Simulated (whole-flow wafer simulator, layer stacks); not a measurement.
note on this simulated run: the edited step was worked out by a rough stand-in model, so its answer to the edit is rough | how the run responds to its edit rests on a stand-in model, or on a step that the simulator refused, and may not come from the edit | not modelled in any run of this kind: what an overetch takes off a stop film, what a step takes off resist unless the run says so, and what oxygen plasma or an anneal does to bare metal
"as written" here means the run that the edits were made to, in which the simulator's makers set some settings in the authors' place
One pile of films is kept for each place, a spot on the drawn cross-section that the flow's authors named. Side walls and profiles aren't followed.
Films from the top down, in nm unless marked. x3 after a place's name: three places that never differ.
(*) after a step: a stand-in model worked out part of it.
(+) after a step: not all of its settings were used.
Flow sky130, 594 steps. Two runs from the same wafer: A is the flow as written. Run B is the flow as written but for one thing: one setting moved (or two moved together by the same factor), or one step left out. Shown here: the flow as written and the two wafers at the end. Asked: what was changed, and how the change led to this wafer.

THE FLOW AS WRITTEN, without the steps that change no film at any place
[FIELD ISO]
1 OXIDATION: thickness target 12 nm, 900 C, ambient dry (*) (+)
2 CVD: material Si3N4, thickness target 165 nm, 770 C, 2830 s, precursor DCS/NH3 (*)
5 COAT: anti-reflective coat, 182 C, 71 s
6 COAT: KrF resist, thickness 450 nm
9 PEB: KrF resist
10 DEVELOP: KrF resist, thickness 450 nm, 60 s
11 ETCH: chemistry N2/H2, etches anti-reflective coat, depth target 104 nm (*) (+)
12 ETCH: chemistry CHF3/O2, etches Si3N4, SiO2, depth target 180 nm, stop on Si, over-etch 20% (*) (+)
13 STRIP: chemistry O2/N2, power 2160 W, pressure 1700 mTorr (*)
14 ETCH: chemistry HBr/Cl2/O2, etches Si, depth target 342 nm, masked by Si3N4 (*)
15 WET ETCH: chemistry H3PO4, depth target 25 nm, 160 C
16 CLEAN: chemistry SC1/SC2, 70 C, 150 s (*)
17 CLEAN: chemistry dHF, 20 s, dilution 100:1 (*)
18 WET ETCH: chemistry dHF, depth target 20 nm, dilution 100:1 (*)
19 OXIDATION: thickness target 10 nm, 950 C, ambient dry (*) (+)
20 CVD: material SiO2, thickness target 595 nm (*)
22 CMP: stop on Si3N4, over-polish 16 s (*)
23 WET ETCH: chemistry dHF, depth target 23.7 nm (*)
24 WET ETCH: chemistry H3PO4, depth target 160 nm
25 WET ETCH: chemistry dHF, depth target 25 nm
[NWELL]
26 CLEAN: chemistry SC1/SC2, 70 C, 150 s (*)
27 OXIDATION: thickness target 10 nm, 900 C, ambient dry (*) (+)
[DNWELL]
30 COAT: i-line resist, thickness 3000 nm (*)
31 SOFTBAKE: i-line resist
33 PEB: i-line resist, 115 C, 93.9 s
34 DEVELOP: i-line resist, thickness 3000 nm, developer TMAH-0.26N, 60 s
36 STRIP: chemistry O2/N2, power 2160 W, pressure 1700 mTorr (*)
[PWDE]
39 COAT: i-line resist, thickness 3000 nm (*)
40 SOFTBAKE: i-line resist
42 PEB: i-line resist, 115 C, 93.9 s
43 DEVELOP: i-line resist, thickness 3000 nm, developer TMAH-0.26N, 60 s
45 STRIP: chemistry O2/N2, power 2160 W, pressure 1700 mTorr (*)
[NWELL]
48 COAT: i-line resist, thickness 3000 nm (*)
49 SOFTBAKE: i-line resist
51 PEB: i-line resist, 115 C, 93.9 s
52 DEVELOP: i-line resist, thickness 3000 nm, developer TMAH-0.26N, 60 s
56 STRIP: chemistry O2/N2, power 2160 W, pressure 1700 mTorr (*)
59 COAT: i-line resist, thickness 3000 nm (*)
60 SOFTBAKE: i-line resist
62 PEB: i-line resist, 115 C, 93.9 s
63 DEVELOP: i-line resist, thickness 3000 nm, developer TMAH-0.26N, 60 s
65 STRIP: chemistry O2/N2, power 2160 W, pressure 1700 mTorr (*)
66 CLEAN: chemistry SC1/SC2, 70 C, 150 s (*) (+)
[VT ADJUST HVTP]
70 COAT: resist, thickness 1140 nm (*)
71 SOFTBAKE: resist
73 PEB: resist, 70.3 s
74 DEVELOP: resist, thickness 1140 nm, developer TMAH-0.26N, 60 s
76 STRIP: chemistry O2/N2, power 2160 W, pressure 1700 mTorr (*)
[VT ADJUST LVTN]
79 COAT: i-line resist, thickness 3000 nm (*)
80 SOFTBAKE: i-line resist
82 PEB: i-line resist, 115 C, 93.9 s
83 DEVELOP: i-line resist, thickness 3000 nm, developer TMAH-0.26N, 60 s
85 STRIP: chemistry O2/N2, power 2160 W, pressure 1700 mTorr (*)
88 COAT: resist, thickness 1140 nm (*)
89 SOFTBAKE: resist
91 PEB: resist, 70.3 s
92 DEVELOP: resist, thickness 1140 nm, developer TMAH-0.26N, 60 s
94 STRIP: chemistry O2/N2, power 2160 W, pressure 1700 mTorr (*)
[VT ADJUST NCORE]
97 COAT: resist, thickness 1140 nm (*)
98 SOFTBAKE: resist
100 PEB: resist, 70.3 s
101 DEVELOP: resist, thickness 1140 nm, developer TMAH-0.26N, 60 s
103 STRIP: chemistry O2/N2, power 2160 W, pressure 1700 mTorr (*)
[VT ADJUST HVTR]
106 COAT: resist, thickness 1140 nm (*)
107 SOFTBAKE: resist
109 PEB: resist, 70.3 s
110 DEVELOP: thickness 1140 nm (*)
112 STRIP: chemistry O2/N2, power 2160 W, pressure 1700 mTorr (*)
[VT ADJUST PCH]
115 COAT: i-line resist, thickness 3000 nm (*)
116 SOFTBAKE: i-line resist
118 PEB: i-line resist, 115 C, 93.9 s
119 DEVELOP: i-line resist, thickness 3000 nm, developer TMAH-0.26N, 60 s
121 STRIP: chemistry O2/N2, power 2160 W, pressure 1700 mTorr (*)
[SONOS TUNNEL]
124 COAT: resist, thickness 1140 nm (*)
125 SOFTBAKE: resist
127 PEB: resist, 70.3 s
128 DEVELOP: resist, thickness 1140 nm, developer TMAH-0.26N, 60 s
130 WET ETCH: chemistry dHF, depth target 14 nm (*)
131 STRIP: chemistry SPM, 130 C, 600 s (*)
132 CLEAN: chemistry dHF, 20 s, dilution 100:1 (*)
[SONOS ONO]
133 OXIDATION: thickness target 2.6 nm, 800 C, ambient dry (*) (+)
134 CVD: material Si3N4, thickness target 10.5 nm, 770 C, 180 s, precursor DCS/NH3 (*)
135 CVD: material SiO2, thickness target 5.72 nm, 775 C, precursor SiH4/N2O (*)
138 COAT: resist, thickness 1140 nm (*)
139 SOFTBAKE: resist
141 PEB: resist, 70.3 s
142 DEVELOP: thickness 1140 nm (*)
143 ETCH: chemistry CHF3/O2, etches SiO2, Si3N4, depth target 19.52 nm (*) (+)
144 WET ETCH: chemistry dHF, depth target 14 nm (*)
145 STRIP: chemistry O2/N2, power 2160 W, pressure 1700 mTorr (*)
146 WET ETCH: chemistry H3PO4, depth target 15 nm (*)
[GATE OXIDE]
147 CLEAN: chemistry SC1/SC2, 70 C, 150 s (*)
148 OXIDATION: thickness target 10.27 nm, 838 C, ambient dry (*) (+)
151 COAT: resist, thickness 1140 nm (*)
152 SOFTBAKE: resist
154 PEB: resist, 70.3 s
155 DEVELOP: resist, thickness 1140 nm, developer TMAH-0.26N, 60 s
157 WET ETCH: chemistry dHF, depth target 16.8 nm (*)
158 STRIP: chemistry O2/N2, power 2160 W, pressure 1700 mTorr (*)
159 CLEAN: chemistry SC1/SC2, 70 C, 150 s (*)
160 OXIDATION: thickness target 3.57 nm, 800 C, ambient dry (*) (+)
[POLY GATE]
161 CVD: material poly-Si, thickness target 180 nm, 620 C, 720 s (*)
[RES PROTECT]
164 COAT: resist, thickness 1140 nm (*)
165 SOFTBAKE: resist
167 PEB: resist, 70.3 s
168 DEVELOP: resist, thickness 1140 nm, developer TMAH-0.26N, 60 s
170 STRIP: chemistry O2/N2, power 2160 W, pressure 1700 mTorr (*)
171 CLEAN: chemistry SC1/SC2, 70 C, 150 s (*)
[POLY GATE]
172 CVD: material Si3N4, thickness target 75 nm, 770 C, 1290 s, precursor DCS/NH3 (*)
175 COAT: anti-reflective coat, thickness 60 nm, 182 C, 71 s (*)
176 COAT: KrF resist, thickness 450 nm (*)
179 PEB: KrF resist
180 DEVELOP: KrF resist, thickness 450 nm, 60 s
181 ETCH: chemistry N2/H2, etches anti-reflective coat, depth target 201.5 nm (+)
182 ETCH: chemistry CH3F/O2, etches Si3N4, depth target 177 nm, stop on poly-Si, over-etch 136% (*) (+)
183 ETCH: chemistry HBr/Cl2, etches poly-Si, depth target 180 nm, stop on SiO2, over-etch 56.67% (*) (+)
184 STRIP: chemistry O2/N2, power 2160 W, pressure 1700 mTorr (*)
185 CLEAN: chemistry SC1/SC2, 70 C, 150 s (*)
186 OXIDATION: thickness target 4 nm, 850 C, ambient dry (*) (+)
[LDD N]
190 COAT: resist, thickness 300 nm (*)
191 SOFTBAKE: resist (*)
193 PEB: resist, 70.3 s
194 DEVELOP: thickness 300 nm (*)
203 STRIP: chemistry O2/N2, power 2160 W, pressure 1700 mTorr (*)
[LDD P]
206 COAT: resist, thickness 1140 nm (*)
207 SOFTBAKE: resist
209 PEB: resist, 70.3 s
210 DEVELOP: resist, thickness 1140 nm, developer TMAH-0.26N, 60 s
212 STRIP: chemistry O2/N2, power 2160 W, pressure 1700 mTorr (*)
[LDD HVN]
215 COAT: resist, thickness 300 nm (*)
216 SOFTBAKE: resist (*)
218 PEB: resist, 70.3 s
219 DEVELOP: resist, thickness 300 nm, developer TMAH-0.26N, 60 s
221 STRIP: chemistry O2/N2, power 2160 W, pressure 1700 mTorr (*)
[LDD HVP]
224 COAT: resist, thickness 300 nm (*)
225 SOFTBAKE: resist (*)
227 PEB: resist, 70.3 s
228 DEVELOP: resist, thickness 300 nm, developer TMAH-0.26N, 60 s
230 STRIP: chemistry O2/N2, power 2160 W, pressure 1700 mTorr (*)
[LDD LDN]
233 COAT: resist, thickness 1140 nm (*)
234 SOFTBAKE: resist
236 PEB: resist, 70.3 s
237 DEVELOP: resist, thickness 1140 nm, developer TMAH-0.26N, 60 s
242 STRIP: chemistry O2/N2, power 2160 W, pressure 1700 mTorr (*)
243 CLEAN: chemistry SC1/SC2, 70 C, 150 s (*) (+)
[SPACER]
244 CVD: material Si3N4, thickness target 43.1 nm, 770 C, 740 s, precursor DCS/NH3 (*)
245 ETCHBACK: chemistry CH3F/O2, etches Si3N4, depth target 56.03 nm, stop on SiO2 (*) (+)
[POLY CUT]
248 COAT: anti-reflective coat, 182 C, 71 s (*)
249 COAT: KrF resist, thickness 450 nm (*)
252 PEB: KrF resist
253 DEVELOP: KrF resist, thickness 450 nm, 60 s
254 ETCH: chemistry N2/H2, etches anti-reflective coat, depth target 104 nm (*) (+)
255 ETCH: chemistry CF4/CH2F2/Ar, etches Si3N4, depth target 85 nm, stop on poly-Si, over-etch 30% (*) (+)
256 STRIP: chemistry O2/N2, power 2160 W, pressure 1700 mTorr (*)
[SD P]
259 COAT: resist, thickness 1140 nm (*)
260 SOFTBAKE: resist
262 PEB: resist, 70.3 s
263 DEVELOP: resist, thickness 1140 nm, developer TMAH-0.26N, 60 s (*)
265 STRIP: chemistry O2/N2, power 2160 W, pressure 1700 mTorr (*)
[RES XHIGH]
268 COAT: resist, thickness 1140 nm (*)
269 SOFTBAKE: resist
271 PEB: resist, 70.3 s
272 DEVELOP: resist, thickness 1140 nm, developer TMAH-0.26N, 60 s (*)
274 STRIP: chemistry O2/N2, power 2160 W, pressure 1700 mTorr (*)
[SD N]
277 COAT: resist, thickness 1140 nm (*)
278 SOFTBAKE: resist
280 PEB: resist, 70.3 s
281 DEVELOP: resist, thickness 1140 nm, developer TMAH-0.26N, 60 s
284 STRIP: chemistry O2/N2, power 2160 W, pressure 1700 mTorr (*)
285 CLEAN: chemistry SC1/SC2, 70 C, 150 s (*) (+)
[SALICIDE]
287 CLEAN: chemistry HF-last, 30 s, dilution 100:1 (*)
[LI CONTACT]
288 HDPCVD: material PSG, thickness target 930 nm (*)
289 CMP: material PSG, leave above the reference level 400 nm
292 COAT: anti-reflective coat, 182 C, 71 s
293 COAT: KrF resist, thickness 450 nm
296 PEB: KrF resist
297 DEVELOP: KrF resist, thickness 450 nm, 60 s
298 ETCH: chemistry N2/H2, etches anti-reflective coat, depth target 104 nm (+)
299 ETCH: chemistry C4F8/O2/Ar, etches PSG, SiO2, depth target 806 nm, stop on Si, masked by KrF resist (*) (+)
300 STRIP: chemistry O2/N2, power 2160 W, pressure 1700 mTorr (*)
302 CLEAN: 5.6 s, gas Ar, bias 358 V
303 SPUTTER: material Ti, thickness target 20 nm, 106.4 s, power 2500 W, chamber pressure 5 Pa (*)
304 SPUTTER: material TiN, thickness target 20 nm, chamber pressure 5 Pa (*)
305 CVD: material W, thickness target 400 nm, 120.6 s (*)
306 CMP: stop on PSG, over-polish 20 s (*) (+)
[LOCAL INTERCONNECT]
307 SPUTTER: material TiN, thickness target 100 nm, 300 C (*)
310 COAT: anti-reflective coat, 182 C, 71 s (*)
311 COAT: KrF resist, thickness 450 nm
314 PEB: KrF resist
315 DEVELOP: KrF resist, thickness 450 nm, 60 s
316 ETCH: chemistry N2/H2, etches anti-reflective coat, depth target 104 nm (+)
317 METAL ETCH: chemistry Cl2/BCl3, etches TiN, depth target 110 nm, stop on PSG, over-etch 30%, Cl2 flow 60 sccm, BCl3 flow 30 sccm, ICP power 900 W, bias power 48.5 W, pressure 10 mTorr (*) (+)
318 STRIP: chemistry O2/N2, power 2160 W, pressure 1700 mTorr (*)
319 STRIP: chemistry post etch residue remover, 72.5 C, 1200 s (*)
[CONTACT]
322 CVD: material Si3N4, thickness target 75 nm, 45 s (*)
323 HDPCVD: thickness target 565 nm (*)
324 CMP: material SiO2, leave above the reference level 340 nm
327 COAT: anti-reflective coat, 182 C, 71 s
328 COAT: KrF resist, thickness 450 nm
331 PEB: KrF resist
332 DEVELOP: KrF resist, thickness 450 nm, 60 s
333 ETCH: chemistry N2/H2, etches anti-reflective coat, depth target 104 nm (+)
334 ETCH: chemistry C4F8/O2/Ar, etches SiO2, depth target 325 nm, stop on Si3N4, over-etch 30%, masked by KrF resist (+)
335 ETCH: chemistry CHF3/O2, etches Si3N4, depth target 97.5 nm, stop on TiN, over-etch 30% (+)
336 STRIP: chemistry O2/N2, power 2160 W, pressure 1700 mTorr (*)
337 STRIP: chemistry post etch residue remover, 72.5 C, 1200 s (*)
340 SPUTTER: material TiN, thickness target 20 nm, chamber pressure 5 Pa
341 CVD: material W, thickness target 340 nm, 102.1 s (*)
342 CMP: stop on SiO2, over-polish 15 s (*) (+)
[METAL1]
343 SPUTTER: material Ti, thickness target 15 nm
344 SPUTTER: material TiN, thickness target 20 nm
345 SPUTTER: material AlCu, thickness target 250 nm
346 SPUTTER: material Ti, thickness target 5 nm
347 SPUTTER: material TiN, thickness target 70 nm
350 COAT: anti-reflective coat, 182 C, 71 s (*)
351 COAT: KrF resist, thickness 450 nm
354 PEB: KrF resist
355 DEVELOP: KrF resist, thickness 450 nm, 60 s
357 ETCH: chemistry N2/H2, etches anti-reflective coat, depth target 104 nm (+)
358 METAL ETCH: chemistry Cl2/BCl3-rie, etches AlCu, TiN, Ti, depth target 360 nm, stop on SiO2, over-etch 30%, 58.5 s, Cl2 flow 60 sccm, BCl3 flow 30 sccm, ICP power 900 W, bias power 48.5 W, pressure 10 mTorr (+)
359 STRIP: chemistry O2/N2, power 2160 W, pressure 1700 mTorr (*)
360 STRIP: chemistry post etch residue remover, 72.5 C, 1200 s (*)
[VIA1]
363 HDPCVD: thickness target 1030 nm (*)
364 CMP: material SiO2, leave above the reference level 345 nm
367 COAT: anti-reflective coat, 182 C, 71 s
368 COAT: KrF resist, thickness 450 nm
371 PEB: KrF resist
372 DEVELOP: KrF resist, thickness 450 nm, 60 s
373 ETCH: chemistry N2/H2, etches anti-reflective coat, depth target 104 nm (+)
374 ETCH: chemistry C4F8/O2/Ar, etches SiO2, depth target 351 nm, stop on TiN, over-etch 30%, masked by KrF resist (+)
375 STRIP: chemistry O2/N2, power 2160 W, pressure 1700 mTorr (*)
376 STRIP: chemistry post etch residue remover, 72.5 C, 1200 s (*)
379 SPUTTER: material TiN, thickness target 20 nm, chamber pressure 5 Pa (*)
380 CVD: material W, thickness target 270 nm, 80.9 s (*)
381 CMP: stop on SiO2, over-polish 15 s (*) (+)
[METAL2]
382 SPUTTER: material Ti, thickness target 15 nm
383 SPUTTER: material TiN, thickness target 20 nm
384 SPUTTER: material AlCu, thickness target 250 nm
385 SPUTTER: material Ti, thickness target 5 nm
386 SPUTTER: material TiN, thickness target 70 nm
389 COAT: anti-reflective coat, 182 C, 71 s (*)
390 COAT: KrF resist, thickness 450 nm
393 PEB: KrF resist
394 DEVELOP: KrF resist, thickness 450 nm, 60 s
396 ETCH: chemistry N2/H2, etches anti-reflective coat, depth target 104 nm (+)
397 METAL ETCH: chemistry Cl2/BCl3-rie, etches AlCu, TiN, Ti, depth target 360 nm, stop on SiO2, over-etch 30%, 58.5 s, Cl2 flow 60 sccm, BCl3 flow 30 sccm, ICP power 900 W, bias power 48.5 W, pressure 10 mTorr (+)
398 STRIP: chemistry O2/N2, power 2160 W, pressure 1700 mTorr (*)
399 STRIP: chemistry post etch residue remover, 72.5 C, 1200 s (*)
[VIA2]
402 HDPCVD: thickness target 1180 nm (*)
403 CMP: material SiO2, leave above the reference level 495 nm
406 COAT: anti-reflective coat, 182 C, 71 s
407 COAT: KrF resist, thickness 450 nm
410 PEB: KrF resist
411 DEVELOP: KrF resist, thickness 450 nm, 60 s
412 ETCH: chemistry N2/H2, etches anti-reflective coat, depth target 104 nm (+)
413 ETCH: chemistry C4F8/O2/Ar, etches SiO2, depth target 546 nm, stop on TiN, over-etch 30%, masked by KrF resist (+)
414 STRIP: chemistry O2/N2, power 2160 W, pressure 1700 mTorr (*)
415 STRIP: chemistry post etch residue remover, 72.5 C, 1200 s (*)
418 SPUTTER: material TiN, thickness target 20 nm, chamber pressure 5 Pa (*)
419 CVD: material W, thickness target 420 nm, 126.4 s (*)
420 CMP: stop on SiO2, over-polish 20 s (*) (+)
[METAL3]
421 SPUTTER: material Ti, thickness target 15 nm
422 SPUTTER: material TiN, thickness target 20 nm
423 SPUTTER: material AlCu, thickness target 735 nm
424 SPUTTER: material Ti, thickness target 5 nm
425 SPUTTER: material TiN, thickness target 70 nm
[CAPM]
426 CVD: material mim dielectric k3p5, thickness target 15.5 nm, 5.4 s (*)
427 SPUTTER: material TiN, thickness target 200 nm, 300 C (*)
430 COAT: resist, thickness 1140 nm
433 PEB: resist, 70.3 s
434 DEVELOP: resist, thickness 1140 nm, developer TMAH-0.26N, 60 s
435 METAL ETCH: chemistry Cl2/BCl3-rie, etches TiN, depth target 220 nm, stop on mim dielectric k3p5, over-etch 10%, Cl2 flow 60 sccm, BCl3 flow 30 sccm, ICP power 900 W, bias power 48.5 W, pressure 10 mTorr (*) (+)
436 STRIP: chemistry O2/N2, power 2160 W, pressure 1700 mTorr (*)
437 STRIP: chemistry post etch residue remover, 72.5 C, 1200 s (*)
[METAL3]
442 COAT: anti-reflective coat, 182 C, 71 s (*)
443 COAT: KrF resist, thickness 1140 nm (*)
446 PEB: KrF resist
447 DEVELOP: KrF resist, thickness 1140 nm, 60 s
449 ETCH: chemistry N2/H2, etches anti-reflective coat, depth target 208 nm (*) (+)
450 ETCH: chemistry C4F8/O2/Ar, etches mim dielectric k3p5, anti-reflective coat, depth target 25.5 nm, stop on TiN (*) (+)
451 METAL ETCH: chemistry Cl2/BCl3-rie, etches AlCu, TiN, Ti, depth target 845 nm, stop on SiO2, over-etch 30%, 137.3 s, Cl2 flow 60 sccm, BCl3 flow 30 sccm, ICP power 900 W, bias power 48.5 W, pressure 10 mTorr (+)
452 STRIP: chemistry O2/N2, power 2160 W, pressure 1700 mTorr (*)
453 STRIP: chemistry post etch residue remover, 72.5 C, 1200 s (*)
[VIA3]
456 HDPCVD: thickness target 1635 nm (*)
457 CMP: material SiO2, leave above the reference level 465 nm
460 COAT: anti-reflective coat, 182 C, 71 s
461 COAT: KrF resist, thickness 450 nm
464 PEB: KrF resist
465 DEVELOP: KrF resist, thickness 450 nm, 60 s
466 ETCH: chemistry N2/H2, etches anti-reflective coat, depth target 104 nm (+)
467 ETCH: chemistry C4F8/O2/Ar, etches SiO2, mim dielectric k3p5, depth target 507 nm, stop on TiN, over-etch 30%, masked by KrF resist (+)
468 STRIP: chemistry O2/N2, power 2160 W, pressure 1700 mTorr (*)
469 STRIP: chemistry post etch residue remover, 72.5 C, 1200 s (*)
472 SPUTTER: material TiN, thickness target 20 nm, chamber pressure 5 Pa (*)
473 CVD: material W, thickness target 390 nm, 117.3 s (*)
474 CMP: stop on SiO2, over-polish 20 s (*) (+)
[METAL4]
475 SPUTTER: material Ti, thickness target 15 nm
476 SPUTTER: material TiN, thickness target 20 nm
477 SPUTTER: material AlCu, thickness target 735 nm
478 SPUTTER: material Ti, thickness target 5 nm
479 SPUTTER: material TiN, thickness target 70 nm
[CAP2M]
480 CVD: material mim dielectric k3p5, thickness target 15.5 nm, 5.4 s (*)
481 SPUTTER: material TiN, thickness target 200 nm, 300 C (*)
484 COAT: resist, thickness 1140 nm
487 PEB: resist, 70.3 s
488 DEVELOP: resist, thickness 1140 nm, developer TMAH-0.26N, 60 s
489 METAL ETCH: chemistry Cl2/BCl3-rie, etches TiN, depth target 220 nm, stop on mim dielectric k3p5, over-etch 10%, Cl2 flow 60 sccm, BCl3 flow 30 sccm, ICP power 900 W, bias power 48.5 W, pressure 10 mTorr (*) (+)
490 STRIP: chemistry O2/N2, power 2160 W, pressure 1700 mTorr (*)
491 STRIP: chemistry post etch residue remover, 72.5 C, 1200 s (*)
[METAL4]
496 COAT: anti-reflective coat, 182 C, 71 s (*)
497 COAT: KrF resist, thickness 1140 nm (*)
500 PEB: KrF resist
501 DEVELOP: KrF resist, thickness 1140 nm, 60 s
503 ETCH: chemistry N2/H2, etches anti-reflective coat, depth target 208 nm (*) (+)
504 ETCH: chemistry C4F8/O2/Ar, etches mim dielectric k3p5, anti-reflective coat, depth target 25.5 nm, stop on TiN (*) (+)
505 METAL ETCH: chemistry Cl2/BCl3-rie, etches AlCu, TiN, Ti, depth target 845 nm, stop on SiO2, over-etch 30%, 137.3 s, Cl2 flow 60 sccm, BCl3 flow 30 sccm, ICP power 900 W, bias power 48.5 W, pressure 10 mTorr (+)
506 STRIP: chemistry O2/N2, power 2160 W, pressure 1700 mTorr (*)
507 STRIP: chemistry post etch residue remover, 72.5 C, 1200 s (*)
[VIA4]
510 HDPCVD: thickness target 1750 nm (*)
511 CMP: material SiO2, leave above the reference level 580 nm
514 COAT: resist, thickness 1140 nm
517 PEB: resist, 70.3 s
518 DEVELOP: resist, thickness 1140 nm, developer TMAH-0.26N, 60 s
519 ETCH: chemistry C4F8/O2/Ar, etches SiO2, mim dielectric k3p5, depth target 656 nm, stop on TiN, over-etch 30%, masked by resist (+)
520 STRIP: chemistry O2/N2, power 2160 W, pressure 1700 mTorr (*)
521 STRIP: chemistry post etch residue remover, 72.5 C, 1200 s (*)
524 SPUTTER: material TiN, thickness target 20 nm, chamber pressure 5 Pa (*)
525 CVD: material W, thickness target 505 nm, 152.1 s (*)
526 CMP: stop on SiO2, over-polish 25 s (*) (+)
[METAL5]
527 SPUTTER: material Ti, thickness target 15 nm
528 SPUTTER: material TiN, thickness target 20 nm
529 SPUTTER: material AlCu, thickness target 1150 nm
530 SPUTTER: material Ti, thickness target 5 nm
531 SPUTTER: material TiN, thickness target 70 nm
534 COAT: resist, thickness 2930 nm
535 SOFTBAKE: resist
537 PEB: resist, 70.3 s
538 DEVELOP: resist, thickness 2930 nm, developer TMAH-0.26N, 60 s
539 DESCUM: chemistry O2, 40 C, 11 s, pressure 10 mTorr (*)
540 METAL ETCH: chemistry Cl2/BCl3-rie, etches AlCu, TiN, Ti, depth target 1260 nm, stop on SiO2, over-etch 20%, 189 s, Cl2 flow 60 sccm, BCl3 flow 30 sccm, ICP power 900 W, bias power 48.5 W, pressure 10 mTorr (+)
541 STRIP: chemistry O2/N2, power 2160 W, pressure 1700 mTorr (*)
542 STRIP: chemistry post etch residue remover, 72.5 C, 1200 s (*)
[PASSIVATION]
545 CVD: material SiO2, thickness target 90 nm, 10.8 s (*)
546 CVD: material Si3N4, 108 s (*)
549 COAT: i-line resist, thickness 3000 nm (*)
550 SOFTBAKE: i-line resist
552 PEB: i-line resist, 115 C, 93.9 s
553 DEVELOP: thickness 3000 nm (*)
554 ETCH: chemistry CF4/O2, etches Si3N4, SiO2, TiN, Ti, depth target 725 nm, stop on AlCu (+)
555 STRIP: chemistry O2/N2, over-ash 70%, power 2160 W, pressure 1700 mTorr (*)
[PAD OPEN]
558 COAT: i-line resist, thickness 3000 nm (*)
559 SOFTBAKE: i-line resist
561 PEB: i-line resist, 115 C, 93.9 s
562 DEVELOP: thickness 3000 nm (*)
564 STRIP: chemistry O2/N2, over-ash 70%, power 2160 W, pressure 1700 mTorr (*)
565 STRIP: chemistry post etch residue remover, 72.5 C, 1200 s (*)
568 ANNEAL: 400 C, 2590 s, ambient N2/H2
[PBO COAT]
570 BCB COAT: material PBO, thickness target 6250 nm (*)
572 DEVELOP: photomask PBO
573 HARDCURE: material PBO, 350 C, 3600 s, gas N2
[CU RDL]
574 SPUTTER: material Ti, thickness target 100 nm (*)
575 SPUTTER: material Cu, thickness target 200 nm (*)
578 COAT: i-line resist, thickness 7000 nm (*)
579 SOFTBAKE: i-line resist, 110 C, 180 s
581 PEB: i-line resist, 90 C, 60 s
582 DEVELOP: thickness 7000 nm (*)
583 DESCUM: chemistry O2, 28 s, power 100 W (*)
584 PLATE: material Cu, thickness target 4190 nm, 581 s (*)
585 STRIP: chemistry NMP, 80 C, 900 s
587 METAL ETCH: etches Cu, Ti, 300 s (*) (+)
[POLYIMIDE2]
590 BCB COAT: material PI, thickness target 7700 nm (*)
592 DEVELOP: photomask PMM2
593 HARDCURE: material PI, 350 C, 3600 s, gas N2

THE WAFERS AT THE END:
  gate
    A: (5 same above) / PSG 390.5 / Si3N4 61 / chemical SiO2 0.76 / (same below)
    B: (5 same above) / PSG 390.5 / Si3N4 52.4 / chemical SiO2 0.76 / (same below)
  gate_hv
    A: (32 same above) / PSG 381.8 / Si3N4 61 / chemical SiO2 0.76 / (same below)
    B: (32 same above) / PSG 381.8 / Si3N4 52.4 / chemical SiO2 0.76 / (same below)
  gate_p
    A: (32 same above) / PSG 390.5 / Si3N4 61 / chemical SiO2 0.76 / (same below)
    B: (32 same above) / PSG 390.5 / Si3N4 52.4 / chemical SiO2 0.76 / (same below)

The cause: step 244, CVD: thickness target 34.5 nm was run, where the flow has thickness target 43.1 nm; step 244, CVD: 592 s was run, where the flow has 740 s.

How the change led to this, step by step:
  244 CVD: material Si3N4, thickness target 43.1 nm, 770 C, 740 s, precursor DCS/NH3 (*)
      field, active, p_well and 101 more: A Si3N4 +43.1 (new film) | B Si3N4 +34.5 (new film)
      n_well, gate, gate_hv and 74 more: A Si3N4 +43.1 | B Si3N4 +34.5
  245 ETCHBACK: chemistry CH3F/O2, etches Si3N4, depth target 56.03 nm, stop on SiO2 (*) (+)
      field, active, p_well and 101 more: A Si3N4 -43.1 (all of it), SiO2 -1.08 | B Si3N4 -34.5 (all of it), SiO2 -1.79
  248 COAT: anti-reflective coat, 182 C, 71 s (*)
      field: A anti-reflective coat +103 (new film) | B anti-reflective coat +100.9 (new film)
      active: A anti-reflective coat +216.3 (new film) | B anti-reflective coat +208.9 (new film)
      (and at 56 more places)
  249 COAT: KrF resist, thickness 450 nm (*)
      poly_dn: A KrF resist +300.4 (new film) | B KrF resist +307.9 (new film)
      gate_lvt_sd_len: A KrF resist +334.5 (new film) | B KrF resist +341.6 (new film)
      (and at 1 more place)
  254 ETCH: chemistry N2/H2, etches anti-reflective coat, depth target 104 nm (*) (+)
      rxpo_ln: A anti-reflective coat -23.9 (all of it), Si3N4 -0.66 | B anti-reflective coat -21.7 (all of it), Si3N4 -0.7
  255 ETCH: chemistry CF4/CH2F2/Ar, etches Si3N4, depth target 85 nm, stop on poly-Si, over-etch 30% (*) (+)
      field, active, n_well and 180 more: A KrF resist -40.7 | B KrF resist -35.2
      rpo_wd, rxpo_wd: A Si3N4 -61.6 (all of it), chemical SiO2 -0.75 (all of it) | B Si3N4 -53 (all of it), chemical SiO2 -0.75 (all of it)
      (and at 5 more places)
  256 STRIP: chemistry O2/N2, power 2160 W, pressure 1700 mTorr (*)
      field: A KrF resist -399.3 (all of it), anti-reflective coat -103 (all of it) | B KrF resist -402.3 (all of it), anti-reflective coat -100.9 (all of it)
      active: A KrF resist -323.4 (all of it), anti-reflective coat -216.3 (all of it) | B KrF resist -332 (all of it), anti-reflective coat -208.9 (all of it)
      (and at 97 more places)
  260 SOFTBAKE: resist
      m1: A resist -11.2 | B resist -10.6
      pplus_nw: A resist +14.7 | B resist +14.1
      (and at 3 more places)
  269 SOFTBAKE: resist
      m1: A resist -11.2 | B resist -10.6
      pplus_nw: A resist +14.7 | B resist +14.1
      (and at 3 more places)
  278 SOFTBAKE: resist
      m1: A resist -11.2 | B resist -10.6
      pplus_nw: A resist +14.7 | B resist +14.1
      (and at 3 more places)
  289 CMP: material PSG, leave above the reference level 400 nm
      mim, vpp_sp, vpp_ln and 30 more: A PSG -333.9 | B PSG -341.8
      active, p_well, sd_n and 19 more: A PSG -285.8 | B PSG -293.7
      (and at 51 more places)
  299 ETCH: chemistry C4F8/O2/Ar, etches PSG, SiO2, depth target 806 nm, stop on Si, masked by KrF resist (*) (+)
      contact, ndiff_licon, ndiff_licon_cpp: A PSG -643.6 (all of it), SiO2 -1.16 (all of it) | B PSG -635.7 (all of it), SiO2 -0.44 (all of it)
      poly_licon, rpo_hd_licon: A PSG -411.7 (all of it) | B PSG -403.1 (all of it)
  306 CMP: stop on PSG, over-polish 20 s (*) (+)
      poly_licon: A W -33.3 | B W -41.9
